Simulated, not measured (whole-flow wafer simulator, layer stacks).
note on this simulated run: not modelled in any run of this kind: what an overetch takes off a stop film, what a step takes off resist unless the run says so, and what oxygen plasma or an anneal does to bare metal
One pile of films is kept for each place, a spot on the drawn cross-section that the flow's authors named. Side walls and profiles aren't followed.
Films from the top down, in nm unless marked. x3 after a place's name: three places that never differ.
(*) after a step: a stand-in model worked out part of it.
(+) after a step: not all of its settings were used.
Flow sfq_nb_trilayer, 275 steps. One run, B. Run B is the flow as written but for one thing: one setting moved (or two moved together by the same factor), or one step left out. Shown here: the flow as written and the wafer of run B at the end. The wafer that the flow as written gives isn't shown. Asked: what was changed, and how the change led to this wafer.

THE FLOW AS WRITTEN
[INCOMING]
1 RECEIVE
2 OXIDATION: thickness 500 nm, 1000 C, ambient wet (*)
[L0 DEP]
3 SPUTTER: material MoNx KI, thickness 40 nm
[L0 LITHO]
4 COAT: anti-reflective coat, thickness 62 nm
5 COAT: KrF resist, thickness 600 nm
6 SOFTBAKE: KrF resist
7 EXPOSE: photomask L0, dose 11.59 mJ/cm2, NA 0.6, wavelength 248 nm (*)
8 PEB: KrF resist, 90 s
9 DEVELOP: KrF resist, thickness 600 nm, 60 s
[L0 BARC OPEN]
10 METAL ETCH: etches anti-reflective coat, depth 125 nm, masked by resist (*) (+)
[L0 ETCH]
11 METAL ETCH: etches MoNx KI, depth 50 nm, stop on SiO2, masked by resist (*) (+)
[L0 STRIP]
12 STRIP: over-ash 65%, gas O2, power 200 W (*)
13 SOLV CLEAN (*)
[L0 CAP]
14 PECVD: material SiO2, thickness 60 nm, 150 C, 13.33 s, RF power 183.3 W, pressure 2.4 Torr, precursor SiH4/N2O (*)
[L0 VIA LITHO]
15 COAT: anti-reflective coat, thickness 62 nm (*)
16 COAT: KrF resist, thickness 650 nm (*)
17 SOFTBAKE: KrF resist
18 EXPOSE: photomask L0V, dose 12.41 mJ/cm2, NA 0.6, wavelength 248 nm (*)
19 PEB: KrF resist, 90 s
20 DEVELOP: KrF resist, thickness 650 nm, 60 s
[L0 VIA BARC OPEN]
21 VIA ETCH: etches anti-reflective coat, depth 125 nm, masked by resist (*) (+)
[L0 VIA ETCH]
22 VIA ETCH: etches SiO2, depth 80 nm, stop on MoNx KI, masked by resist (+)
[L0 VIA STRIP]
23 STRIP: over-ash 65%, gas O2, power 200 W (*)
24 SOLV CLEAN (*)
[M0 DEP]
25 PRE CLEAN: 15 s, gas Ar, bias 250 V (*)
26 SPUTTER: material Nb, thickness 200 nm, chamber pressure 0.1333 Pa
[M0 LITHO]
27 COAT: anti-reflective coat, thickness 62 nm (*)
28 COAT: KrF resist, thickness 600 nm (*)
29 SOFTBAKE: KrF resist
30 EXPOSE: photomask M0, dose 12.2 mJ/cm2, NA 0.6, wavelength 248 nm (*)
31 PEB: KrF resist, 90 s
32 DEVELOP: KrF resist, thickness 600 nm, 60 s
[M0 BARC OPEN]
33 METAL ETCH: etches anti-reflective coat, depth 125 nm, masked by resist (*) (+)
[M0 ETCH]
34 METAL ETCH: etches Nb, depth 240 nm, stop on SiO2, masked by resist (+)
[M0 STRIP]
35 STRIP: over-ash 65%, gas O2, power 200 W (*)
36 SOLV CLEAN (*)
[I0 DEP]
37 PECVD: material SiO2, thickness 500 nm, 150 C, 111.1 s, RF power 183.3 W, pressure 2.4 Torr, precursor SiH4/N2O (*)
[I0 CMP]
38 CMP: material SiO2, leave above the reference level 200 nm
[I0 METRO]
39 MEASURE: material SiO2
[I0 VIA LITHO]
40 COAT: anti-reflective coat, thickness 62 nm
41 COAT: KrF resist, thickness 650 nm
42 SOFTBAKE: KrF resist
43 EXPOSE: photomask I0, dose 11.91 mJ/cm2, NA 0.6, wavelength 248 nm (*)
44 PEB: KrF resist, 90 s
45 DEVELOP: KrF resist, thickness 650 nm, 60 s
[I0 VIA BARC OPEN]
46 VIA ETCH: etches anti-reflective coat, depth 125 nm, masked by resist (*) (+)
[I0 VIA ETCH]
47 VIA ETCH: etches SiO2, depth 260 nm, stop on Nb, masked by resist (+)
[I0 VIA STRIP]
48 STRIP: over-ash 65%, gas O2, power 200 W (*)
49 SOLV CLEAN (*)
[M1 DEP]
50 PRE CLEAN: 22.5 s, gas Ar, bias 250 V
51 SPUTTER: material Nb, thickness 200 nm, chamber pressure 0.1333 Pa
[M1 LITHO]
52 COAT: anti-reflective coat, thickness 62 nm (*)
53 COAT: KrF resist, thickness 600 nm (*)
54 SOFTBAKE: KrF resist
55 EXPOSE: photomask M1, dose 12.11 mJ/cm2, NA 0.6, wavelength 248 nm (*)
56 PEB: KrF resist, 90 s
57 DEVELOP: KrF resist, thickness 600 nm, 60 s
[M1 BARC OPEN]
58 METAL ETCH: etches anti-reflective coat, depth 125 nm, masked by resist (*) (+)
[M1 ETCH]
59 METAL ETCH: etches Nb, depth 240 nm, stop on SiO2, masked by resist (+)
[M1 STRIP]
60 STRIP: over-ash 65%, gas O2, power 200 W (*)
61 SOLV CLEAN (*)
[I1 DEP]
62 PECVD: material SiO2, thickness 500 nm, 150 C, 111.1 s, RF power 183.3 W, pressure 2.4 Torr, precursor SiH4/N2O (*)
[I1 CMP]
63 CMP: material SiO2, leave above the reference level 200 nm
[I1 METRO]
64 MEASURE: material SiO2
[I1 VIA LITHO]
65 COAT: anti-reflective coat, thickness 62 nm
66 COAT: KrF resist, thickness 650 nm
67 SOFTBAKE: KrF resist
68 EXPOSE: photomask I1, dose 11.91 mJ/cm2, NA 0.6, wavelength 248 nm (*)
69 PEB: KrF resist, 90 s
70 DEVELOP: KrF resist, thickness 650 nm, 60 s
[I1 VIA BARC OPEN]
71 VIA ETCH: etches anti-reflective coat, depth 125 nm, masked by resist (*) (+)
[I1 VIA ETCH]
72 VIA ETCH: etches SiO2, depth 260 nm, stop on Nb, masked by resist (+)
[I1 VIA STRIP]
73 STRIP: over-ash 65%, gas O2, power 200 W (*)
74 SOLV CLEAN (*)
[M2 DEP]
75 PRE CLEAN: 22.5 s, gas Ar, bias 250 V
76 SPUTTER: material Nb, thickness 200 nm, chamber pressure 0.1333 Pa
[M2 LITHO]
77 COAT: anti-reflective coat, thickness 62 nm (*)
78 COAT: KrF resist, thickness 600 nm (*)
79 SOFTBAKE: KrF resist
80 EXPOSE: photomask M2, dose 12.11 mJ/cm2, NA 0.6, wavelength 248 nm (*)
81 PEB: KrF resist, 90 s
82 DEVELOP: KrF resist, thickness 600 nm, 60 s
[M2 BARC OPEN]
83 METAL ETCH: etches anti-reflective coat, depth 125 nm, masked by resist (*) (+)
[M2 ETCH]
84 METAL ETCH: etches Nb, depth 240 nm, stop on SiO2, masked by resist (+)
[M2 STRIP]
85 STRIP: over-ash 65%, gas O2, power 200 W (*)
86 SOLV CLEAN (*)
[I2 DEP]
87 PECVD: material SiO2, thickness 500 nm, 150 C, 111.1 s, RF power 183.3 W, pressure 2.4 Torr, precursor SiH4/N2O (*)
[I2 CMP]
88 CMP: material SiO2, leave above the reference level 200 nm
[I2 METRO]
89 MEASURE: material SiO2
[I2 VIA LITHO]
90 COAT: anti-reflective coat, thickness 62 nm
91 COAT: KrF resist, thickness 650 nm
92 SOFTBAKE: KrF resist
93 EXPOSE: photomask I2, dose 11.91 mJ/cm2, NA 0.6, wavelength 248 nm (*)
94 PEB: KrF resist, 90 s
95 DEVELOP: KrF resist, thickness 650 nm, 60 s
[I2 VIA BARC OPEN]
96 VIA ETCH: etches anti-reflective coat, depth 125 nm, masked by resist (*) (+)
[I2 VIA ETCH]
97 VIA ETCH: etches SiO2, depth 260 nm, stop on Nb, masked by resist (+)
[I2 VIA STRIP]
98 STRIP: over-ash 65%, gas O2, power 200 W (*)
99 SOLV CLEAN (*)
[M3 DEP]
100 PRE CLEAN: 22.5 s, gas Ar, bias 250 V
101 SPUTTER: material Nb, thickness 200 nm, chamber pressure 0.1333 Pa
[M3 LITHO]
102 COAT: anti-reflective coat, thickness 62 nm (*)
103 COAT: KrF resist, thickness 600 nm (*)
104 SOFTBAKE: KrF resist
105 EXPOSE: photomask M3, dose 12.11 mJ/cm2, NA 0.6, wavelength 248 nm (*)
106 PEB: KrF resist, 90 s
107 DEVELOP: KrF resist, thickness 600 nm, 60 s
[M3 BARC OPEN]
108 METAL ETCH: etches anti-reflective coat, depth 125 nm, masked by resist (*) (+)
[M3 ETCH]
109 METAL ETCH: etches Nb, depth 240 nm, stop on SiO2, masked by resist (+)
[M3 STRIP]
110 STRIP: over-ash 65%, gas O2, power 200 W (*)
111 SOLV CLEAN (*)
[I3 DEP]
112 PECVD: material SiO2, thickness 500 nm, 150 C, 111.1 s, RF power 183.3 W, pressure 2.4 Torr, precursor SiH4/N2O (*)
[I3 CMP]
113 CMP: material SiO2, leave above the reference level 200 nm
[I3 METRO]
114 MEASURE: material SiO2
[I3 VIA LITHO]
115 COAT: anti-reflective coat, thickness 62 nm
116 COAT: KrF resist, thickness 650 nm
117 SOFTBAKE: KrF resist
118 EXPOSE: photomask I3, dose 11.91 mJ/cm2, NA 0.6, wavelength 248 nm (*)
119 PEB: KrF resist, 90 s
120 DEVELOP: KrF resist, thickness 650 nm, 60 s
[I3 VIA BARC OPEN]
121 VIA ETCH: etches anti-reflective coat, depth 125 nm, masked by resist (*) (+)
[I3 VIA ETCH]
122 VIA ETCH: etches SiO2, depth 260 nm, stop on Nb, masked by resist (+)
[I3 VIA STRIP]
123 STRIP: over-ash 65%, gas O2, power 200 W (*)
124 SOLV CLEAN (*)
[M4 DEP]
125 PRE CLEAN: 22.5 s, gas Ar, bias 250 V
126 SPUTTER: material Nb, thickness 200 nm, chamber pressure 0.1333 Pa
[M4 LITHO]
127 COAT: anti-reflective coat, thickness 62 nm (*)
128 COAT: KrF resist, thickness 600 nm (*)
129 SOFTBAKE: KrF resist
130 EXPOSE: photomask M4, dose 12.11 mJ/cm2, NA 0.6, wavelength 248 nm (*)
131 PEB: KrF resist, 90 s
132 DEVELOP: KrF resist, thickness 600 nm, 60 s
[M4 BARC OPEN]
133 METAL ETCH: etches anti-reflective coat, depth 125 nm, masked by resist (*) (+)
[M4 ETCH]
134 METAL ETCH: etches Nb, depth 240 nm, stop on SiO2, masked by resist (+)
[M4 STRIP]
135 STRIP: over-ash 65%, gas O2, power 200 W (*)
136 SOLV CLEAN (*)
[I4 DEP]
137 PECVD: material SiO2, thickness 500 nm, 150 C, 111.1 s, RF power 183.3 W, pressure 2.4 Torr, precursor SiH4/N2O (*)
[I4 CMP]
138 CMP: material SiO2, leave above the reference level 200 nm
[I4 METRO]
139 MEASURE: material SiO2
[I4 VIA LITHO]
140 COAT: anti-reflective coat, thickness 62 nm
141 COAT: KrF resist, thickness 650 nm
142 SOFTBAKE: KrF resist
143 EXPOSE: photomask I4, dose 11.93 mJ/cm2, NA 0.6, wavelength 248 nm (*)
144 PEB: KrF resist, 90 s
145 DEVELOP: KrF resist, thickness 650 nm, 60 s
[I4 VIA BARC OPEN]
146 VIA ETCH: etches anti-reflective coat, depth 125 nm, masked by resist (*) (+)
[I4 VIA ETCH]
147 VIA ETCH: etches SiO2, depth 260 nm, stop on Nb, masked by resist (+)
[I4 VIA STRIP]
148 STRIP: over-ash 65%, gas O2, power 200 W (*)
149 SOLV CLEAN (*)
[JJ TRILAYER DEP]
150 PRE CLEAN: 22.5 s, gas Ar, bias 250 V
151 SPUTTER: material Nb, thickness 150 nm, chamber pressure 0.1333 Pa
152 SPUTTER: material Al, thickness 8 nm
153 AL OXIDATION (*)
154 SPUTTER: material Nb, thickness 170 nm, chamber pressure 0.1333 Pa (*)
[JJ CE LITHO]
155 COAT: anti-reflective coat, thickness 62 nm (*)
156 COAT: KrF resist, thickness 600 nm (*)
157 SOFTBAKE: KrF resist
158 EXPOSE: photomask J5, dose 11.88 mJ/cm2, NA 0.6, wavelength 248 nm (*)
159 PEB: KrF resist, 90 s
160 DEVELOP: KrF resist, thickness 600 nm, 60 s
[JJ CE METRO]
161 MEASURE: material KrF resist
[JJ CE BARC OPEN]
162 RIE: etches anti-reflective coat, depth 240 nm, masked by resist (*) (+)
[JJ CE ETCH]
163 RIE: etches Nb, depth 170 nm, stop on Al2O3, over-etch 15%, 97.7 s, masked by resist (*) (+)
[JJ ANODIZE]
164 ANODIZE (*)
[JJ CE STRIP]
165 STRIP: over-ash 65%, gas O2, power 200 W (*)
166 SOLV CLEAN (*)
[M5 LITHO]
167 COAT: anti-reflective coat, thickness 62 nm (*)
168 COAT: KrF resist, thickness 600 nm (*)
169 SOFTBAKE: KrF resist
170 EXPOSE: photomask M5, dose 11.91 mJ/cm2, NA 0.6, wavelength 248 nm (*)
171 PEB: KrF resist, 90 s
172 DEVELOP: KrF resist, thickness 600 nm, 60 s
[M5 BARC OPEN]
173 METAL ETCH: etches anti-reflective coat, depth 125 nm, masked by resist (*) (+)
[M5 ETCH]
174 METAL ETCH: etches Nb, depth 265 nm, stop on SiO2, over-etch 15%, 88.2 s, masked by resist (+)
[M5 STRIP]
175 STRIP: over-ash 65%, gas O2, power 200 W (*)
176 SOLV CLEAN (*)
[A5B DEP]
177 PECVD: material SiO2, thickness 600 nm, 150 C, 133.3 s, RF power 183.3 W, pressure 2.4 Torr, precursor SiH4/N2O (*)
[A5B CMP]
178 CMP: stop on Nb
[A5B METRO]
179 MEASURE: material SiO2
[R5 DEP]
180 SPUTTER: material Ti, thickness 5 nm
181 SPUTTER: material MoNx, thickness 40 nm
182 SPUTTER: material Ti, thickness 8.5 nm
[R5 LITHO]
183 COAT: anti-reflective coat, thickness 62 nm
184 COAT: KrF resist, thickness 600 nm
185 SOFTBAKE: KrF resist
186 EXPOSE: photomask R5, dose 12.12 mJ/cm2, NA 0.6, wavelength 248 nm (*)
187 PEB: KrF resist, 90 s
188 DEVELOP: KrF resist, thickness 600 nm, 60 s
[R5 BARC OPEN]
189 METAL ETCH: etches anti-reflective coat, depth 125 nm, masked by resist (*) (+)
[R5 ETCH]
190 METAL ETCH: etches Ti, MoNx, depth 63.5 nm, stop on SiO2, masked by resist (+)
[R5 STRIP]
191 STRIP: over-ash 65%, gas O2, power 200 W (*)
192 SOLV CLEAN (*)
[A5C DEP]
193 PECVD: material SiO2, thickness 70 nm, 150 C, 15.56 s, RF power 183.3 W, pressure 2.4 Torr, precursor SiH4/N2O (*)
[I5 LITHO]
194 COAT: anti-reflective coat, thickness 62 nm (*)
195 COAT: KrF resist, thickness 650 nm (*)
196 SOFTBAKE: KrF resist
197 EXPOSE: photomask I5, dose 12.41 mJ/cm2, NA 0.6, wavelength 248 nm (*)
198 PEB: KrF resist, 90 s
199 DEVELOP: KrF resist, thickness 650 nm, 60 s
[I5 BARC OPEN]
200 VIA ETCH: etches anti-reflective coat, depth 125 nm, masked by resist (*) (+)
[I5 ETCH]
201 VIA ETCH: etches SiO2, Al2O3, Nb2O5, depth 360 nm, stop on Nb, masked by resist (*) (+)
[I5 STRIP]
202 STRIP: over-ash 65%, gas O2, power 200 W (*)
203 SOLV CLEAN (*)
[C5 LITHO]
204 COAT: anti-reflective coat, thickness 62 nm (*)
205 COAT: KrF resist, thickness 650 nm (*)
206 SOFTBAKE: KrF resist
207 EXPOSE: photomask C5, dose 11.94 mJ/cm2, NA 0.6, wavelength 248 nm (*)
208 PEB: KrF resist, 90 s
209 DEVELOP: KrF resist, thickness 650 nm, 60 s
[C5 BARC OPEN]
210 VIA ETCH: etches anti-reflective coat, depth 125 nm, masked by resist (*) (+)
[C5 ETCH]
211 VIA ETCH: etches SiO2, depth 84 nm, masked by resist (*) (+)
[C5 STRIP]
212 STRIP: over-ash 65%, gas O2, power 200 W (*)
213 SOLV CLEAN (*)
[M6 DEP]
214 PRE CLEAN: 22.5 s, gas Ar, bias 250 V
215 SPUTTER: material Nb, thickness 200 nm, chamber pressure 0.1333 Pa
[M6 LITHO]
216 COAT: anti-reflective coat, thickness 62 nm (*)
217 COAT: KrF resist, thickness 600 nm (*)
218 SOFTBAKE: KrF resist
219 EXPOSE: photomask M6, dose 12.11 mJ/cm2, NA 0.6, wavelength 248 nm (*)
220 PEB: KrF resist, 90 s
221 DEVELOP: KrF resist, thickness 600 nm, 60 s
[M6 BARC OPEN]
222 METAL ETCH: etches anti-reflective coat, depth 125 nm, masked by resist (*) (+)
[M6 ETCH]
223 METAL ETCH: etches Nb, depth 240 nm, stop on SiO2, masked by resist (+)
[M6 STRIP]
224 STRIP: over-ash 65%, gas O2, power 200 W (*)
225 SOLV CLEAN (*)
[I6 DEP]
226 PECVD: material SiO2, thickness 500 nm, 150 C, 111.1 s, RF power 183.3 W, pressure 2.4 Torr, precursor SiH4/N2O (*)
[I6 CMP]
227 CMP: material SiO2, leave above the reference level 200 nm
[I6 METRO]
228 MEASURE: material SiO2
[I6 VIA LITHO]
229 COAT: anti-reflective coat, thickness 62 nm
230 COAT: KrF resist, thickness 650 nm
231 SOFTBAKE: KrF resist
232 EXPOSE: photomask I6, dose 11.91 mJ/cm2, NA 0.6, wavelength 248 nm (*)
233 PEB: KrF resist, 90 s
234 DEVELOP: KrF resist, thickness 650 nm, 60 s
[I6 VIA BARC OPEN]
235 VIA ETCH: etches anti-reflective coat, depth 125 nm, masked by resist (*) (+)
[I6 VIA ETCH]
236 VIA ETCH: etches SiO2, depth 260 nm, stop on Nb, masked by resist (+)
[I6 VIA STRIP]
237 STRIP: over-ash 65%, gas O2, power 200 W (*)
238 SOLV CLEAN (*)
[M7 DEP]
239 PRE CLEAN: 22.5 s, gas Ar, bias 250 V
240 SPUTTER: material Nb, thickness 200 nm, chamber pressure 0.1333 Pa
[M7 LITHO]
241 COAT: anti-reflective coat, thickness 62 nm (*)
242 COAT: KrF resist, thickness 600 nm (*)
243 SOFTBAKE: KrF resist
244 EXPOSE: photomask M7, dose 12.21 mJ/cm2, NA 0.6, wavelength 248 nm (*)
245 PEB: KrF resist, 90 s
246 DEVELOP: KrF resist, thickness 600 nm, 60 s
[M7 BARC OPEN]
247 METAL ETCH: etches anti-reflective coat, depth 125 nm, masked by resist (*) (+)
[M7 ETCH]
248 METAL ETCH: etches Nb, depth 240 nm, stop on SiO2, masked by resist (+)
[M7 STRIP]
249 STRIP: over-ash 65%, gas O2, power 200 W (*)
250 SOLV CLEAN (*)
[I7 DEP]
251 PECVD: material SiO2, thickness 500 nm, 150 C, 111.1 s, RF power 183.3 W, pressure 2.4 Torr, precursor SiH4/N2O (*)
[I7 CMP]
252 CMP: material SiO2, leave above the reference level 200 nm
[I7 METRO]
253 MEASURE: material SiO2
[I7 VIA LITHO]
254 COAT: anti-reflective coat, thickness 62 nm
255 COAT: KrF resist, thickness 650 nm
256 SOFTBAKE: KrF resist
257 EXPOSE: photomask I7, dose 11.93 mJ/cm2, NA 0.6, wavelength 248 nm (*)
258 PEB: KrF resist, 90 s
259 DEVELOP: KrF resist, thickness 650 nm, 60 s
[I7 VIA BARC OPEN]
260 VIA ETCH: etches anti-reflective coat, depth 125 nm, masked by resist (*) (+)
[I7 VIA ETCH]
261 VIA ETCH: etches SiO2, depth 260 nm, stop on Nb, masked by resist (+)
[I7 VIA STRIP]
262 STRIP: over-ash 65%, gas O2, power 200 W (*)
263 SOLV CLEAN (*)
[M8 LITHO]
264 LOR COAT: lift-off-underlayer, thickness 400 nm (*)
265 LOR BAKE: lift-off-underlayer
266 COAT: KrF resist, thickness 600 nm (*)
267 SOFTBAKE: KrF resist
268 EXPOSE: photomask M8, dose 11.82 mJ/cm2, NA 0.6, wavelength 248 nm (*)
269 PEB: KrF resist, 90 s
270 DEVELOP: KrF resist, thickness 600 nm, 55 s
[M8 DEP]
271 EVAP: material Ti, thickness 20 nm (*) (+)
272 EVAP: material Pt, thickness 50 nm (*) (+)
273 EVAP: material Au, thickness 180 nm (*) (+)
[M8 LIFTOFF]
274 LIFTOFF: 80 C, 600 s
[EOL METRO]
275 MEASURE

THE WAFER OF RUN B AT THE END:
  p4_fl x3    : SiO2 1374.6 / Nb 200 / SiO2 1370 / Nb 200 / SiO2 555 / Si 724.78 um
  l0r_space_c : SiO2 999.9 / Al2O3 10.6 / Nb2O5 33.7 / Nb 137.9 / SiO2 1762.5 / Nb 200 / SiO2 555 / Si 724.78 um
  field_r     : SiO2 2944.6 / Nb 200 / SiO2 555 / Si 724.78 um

The cause: step 152, SPUTTER: thickness 6.72 nm was run, where the flow has thickness 8 nm.

How the change led to this, step by step:
  152 SPUTTER: material Al, thickness 8 nm
      field_l, v_sur, via_sp and 100 more: Al +6.72 (new film) (as written it would be: Al +8 (new film))
      via_wl, via_wr: Al +4.32 (new film) (as written it would be: Al +5.14 (new film))
      (and at 1 more place)
  164 ANODIZE (*)
      field_l, v_sur, via_sp and 96 more: Al2O3 +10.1, Nb2O5 +33.7 (new film), Al -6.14 (all of it), Nb -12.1 (as written it would be: Al2O3 +12.2, Nb2O5 +29.9 (new film), Al -7.42 (all of it), Nb -10.8)
      via_wl, via_wr: Al2O3 +6.16 (new film), Nb2O5 +41.6 (new film), Al -3.74 (all of it), Nb -15 (as written it would be: Al2O3 +7.52 (new film), Nb2O5 +39.2 (new film), Al -4.56 (all of it), Nb -14.1)
      (and at 1 more place)
  167 COAT: anti-reflective coat, thickness 62 nm (*)
      ce_l: anti-reflective coat +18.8 (new film) (as written it would be: anti-reflective coat +19.6 (new film))
      ce_r: anti-reflective coat +18.8 (new film) (as written it would be: anti-reflective coat +19.7 (new film))
  174 METAL ETCH: etches Nb, depth 265 nm, stop on SiO2, over-etch 15%, 88.2 s, masked by resist (+)
      field_l, r_sur, res and 50 more: Al2O3 -10.5 (all of it), Nb2O5 -33.7 (all of it), Nb -137.9 (all of it), SiO2 -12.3 (as written it would be: Al2O3 -12.6 (all of it), Nb2O5 -29.9 (all of it), Nb -139.2 (all of it), SiO2 -12.3)
  175 STRIP: over-ash 65%, gas O2, power 200 W (*)
      ce_l: KrF resist -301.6 (all of it), anti-reflective coat -18.8 (all of it) (as written it would be: KrF resist -299.6 (all of it), anti-reflective coat -19.6 (all of it))
      ce_r: KrF resist -301.8 (all of it), anti-reflective coat -18.8 (all of it) (as written it would be: KrF resist -299.9 (all of it), anti-reflective coat -19.7 (all of it))
  201 VIA ETCH: etches SiO2, Al2O3, Nb2O5, depth 360 nm, stop on Nb, masked by resist (*) (+)
      be: SiO2 -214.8 (all of it), Al2O3 -10.6 (all of it), Nb2O5 -33.7 (all of it) (as written it would be: SiO2 -216.4 (all of it), Al2O3 -12.7 (all of it), Nb2O5 -29.9 (all of it))
